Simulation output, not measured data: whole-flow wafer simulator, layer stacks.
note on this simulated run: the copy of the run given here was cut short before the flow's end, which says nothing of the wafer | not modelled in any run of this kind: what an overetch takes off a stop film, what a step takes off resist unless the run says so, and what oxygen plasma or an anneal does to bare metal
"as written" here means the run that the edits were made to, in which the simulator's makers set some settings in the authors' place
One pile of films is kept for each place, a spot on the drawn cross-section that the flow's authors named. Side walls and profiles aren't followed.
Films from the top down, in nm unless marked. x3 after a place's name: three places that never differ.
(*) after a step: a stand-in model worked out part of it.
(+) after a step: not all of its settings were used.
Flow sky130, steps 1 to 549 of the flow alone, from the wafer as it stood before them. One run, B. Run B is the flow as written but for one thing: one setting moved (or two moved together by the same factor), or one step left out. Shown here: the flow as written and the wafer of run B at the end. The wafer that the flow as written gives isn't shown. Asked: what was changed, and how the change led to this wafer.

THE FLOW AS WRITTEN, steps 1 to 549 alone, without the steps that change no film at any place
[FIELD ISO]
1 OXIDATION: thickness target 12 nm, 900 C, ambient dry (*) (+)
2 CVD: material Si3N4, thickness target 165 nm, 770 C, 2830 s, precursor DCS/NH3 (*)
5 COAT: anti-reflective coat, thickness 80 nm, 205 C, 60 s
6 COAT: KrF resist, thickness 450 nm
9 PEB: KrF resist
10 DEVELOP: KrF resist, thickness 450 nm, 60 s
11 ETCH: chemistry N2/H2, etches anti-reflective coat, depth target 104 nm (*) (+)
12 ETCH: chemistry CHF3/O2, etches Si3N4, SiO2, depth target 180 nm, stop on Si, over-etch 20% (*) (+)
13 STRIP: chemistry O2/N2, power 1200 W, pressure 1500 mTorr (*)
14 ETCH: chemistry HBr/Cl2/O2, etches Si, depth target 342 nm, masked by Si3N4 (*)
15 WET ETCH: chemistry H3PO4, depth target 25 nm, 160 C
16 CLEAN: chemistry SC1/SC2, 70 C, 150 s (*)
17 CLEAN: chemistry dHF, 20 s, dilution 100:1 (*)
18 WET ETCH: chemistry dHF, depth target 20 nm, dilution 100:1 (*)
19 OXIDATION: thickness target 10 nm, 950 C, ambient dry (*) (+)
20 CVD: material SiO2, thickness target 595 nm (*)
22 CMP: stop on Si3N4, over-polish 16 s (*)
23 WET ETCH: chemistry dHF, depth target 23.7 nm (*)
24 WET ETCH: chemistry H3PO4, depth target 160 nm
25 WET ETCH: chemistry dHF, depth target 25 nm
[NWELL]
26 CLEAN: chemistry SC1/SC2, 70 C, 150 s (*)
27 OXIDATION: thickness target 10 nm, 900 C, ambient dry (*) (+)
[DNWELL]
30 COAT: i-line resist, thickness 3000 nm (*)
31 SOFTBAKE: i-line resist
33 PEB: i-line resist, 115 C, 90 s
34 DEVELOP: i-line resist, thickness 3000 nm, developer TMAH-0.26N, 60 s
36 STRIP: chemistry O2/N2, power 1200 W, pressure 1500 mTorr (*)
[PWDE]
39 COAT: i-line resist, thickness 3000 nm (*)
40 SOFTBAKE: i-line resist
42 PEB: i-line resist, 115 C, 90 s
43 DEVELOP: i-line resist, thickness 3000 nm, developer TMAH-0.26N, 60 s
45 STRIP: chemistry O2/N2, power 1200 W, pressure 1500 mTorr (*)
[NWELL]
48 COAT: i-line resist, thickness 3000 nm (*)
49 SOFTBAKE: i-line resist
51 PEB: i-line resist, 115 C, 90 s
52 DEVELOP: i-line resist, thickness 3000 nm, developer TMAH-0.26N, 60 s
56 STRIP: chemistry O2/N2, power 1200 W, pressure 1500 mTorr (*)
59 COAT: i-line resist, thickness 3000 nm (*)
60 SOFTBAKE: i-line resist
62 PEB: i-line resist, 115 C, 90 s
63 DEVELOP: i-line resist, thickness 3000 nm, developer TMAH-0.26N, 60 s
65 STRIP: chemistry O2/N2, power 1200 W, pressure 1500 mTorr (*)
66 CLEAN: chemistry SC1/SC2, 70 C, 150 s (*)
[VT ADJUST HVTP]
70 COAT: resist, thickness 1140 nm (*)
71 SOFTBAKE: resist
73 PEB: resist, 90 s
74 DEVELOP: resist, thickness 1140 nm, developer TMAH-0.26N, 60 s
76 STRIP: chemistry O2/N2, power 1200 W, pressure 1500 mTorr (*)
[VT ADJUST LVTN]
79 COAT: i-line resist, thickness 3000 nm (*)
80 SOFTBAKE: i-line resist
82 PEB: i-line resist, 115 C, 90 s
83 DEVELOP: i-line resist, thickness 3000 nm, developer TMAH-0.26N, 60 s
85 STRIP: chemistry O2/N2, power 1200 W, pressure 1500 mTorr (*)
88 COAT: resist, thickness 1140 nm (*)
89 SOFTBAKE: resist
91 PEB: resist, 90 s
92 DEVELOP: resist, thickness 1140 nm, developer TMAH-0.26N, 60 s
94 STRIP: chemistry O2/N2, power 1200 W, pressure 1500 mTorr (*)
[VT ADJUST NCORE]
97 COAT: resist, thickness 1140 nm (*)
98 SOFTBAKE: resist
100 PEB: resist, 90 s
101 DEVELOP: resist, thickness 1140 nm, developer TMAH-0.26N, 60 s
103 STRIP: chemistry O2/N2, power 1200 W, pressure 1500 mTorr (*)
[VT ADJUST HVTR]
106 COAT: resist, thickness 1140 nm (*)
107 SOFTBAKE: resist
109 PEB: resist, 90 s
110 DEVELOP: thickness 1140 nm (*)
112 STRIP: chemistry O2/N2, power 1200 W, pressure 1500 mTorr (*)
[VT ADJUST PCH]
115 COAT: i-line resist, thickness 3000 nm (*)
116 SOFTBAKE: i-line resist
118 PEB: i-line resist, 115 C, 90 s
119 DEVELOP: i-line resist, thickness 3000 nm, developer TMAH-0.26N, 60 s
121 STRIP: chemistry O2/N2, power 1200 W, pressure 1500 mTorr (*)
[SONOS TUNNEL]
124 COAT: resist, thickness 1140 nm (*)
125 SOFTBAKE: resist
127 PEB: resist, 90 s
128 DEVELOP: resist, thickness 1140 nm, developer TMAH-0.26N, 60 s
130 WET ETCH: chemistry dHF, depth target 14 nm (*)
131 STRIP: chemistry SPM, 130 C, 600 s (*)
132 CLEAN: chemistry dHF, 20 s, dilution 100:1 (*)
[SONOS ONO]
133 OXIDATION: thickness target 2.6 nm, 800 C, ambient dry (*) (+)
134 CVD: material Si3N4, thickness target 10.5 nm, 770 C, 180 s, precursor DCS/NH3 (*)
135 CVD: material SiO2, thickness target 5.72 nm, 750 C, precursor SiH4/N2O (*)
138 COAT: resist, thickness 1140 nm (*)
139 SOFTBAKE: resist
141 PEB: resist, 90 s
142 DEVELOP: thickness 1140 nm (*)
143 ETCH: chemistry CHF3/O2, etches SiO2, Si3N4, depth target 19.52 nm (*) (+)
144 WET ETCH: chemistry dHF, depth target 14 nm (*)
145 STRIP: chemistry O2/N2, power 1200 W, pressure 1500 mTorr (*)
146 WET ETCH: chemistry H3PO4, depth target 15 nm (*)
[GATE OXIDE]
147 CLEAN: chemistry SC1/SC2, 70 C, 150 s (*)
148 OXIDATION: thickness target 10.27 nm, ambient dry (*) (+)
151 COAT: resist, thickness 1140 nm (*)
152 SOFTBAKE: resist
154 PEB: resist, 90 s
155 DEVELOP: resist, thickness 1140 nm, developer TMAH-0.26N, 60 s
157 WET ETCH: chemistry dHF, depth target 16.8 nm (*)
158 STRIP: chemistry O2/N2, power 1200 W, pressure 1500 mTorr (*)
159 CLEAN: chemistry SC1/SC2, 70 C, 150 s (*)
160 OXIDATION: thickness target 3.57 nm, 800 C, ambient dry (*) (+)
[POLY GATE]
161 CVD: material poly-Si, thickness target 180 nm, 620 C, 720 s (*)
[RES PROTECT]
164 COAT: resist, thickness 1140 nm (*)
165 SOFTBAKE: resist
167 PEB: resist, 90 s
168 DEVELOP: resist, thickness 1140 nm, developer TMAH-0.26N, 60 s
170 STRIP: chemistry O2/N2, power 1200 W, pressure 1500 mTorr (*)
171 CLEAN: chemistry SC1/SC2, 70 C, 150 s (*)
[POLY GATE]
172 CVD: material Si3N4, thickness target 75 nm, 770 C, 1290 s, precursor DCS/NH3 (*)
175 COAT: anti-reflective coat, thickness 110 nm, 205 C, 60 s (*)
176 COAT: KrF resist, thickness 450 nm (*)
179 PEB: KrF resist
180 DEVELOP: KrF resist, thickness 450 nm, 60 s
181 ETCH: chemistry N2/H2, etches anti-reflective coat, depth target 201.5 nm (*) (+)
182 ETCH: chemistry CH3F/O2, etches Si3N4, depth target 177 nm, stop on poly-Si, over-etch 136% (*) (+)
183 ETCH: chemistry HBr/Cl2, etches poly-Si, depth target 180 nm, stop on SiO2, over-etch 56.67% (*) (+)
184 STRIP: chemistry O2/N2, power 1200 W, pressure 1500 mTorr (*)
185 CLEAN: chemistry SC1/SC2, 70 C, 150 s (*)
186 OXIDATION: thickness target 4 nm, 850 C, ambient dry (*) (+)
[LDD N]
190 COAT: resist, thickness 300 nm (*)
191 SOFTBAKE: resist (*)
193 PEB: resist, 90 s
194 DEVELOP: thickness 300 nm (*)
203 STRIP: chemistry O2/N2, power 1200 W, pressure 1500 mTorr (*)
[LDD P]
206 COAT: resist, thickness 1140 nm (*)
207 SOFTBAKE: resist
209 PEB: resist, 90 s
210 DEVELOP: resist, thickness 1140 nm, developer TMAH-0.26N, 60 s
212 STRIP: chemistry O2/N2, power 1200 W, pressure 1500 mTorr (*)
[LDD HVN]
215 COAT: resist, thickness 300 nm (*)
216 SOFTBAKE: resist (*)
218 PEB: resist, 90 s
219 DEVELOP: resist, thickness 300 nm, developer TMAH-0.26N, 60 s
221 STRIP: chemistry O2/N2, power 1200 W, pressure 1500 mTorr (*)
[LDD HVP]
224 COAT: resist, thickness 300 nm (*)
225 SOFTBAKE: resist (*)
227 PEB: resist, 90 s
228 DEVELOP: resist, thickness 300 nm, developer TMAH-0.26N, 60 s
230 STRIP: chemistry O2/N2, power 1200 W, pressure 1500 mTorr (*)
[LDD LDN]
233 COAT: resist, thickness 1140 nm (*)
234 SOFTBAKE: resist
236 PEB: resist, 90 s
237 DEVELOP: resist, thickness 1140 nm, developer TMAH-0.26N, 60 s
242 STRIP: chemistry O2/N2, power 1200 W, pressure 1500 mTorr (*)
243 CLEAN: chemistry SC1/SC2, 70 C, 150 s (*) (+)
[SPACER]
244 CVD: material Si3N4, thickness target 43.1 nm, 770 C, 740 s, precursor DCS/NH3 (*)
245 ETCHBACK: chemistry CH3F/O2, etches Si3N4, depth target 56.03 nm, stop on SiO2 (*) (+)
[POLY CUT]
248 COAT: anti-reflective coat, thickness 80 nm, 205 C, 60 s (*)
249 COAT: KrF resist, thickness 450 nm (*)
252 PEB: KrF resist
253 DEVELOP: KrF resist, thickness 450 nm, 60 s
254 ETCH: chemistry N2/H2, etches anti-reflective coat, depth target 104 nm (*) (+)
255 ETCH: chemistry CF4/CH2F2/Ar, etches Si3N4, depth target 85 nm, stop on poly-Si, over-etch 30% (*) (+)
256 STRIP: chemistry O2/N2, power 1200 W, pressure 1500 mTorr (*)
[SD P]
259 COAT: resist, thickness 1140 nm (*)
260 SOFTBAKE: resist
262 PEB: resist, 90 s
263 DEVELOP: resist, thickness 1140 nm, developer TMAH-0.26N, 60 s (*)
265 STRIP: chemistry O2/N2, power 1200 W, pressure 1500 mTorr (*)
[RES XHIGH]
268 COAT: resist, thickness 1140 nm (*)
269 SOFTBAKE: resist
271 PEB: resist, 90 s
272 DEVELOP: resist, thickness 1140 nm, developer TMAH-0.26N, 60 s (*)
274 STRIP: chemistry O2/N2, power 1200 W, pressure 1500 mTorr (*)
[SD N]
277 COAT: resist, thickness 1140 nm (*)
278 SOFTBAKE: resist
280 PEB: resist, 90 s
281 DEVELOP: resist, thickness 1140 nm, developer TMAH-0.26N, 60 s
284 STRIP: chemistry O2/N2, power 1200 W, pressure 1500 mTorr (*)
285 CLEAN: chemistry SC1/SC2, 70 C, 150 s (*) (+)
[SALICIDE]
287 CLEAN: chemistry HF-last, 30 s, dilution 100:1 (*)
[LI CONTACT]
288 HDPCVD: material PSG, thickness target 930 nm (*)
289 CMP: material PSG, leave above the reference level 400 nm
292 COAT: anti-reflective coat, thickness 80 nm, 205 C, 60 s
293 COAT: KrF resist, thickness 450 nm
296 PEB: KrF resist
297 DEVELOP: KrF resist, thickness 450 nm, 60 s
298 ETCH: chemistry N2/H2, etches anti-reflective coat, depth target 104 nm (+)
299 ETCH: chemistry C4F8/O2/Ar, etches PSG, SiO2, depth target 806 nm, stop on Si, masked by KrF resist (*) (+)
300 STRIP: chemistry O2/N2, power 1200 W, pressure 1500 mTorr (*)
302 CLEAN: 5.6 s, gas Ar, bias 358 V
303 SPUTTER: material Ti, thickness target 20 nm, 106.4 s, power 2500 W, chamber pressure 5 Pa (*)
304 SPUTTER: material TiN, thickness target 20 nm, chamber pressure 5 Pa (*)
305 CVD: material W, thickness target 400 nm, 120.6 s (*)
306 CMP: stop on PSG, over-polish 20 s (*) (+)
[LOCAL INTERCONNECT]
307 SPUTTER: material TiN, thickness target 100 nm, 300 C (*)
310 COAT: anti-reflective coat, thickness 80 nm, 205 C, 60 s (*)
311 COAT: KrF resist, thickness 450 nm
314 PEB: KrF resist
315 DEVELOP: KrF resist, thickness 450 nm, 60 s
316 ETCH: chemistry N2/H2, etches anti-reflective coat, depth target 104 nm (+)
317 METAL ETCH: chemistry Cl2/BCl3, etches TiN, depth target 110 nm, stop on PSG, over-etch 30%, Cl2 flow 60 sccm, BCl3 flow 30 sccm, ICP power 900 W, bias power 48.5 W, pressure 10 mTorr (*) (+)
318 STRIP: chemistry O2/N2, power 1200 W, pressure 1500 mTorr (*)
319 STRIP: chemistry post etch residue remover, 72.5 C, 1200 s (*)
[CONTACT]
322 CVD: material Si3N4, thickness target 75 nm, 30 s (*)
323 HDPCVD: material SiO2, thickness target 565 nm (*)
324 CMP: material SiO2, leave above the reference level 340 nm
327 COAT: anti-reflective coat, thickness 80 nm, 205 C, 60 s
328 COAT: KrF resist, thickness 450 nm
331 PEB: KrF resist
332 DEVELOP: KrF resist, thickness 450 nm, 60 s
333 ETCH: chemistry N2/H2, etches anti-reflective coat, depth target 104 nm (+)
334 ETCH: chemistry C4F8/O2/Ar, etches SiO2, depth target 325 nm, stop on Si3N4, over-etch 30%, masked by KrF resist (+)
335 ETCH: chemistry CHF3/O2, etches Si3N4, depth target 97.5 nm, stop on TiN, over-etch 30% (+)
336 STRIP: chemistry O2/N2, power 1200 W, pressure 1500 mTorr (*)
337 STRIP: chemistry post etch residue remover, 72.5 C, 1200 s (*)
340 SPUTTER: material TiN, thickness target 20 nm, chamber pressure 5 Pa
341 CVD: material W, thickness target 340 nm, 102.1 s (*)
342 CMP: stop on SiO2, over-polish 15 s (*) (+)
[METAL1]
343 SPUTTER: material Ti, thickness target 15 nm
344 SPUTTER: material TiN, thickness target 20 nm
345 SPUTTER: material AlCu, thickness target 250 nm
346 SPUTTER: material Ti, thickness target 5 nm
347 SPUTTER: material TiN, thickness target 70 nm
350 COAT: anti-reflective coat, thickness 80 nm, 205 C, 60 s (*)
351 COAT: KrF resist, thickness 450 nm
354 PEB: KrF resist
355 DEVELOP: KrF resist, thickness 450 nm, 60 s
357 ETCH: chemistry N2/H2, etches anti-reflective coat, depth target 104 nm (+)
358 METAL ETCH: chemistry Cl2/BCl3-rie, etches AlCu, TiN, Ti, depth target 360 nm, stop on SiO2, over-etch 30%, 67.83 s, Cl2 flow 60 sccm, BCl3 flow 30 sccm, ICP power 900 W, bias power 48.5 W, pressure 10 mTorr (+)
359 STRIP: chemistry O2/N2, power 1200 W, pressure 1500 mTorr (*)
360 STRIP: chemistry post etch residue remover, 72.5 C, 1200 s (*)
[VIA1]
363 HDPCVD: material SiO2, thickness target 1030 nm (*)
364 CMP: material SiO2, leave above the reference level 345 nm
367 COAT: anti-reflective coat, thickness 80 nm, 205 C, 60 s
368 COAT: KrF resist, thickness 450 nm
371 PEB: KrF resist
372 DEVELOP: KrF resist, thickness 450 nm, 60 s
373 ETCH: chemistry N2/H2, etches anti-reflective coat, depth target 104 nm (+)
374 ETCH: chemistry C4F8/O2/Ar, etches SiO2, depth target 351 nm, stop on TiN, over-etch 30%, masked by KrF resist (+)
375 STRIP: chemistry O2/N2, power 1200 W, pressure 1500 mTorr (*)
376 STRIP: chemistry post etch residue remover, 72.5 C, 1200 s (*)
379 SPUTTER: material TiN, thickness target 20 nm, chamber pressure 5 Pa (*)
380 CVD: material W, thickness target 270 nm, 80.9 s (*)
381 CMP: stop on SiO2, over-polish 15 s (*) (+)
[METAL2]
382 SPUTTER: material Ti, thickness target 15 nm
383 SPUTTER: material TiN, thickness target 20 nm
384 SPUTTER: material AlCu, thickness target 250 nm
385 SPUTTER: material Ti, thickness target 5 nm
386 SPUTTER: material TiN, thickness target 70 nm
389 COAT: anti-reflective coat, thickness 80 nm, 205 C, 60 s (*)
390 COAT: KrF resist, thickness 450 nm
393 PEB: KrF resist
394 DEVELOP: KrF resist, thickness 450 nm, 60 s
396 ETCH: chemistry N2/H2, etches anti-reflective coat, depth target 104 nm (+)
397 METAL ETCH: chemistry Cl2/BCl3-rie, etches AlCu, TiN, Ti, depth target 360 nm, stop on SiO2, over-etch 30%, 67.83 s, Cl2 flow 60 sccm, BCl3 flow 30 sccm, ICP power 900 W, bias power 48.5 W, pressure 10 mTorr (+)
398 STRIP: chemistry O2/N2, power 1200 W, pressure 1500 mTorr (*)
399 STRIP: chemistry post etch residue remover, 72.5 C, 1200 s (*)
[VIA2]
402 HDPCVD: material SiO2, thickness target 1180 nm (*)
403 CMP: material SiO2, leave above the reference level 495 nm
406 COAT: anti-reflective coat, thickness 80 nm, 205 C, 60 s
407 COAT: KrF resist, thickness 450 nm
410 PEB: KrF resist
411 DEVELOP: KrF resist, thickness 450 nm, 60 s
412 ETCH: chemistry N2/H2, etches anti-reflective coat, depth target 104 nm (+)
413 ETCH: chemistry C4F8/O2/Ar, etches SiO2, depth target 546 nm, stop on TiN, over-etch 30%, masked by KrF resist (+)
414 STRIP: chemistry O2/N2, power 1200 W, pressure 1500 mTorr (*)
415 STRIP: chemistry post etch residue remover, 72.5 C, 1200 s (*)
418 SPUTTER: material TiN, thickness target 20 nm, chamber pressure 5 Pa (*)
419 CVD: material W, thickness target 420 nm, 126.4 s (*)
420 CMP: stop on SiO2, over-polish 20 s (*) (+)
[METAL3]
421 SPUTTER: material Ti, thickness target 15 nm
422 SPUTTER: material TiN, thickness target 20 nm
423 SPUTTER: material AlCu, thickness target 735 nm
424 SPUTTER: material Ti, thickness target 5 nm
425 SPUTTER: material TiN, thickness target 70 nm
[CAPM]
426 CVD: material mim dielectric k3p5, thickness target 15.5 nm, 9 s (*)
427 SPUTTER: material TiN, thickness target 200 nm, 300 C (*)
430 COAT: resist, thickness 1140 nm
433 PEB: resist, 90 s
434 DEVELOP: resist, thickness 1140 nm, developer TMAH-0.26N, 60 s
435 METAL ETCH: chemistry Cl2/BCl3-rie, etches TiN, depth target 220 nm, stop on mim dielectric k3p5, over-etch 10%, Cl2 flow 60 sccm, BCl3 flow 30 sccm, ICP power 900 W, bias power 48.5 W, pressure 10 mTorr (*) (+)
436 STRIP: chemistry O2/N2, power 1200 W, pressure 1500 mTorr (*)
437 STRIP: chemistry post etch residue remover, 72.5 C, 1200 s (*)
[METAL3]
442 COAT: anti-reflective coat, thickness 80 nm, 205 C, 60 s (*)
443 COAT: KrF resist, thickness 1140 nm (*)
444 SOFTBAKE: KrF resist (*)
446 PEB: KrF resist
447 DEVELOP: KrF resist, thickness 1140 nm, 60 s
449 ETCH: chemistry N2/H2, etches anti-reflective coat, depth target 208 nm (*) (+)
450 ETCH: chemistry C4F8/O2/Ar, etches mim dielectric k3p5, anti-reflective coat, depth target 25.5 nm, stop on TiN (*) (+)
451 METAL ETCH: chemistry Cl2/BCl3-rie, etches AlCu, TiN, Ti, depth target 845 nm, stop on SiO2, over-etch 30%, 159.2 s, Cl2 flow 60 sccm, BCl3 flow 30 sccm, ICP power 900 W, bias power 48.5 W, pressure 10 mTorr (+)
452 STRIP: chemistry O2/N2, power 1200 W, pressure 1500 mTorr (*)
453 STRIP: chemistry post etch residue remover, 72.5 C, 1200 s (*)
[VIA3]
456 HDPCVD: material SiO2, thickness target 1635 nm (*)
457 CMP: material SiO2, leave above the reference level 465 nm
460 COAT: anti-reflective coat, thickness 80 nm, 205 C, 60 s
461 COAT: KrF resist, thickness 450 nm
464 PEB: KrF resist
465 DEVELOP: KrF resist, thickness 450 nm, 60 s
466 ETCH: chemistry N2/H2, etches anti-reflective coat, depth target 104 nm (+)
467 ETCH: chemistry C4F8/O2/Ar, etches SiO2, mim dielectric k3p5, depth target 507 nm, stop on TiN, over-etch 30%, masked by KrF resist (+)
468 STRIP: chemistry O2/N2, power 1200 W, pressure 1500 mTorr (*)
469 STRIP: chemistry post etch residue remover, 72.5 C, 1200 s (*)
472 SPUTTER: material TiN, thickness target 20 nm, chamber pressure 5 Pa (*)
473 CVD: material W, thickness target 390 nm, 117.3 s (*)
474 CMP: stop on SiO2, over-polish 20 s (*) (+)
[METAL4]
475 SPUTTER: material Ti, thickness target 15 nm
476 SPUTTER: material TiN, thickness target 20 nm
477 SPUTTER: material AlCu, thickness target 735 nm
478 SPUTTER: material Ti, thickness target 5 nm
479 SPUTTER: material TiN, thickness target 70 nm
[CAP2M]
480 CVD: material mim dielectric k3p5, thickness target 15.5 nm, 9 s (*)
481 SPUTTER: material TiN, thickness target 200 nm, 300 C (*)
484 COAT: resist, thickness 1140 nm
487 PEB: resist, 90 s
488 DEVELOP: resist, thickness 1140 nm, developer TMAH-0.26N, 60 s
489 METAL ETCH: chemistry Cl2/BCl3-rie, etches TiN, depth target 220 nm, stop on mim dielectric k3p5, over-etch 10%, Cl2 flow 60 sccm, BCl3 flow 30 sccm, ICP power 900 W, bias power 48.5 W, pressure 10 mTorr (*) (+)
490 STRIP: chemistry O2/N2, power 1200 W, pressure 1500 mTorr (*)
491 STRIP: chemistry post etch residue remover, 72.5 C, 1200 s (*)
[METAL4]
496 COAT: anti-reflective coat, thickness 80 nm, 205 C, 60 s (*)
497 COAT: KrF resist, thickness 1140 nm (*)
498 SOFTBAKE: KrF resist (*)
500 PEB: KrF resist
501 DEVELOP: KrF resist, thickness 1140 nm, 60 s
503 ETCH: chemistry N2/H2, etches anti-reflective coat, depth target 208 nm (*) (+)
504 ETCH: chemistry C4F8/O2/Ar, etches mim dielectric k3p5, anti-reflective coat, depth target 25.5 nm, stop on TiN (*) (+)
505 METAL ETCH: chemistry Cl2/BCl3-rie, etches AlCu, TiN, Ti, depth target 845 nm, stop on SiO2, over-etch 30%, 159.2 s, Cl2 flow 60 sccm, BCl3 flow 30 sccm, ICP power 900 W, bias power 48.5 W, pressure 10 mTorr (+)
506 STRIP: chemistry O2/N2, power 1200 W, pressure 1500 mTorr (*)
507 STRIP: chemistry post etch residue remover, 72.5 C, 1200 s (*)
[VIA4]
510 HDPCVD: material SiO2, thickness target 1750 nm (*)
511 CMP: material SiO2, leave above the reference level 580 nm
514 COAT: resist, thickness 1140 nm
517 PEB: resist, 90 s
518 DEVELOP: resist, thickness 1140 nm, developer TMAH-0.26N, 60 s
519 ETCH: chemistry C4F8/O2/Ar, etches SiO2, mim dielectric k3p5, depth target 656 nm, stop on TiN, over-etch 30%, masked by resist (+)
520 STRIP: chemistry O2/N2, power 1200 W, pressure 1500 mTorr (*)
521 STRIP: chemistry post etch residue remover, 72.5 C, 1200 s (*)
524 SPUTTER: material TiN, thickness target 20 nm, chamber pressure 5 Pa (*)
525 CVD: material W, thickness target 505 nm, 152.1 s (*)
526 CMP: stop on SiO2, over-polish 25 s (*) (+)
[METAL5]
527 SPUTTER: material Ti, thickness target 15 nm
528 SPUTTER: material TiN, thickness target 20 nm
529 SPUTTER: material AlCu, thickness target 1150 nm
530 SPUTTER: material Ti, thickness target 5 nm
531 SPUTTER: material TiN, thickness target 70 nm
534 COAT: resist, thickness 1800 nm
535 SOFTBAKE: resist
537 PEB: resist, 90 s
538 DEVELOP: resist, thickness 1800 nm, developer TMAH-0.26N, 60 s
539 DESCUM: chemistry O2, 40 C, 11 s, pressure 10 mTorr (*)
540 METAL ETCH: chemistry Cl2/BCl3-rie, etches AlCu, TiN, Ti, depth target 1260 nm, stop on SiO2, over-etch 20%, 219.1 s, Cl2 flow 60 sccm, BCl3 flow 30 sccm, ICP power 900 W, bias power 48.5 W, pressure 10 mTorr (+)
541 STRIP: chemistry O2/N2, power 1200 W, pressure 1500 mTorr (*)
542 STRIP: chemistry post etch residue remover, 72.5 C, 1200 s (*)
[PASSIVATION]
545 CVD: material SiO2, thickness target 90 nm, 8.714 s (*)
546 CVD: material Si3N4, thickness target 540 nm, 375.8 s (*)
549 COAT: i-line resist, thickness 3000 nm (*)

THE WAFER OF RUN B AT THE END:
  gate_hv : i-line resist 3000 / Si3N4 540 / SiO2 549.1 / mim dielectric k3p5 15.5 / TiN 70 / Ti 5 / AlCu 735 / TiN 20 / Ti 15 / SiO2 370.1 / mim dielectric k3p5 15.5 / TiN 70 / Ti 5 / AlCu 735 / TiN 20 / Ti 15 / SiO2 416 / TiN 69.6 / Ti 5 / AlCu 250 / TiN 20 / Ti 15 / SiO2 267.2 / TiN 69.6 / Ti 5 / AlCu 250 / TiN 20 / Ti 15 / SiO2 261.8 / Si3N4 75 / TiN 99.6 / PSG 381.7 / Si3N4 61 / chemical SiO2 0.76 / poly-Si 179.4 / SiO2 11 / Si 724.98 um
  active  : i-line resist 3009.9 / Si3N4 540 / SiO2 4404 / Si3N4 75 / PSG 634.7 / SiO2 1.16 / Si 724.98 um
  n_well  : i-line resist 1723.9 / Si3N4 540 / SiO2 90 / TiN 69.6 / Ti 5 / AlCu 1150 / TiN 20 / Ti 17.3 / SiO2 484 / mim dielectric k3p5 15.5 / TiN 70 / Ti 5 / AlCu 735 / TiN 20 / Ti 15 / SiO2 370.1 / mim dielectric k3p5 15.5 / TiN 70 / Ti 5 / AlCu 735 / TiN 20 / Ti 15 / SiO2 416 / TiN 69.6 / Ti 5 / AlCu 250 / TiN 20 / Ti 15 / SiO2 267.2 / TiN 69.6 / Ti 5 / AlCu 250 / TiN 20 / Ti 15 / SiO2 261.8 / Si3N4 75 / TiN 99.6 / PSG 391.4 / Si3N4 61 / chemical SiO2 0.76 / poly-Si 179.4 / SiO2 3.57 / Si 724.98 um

The cause: step 527, SPUTTER: thickness target 17.3 nm was run, where the flow has thickness target 15 nm.
It can be read off the wafer: n_well has Ti 17.3, and step 527 as written asks for 15 nm.

How the change led to this, step by step:
  527 SPUTTER: material Ti, thickness target 15 nm
      field, active, n_well and 190 more: Ti +17.3 (new film) (as written it would be: Ti +15 (new film))
  540 METAL ETCH: chemistry Cl2/BCl3-rie, etches AlCu, TiN, Ti, depth target 1260 nm, stop on SiO2, over-etch 20%, 219.1 s, Cl2 flow 60 sccm, BCl3 flow 30 sccm, ICP power 900 W, bias power 48.5 W, pressure 10 mTorr (+)
      field, active, gate and 175 more: TiN -70 (all of it), Ti -5 (all of it), AlCu -1150 (all of it), TiN -20 (all of it), Ti -17.3 (all of it), SiO2 -25 (as written it would be: TiN -70 (all of it), Ti -5 (all of it), AlCu -1150 (all of it), TiN -20 (all of it), Ti -15 (all of it), SiO2 -25.2)
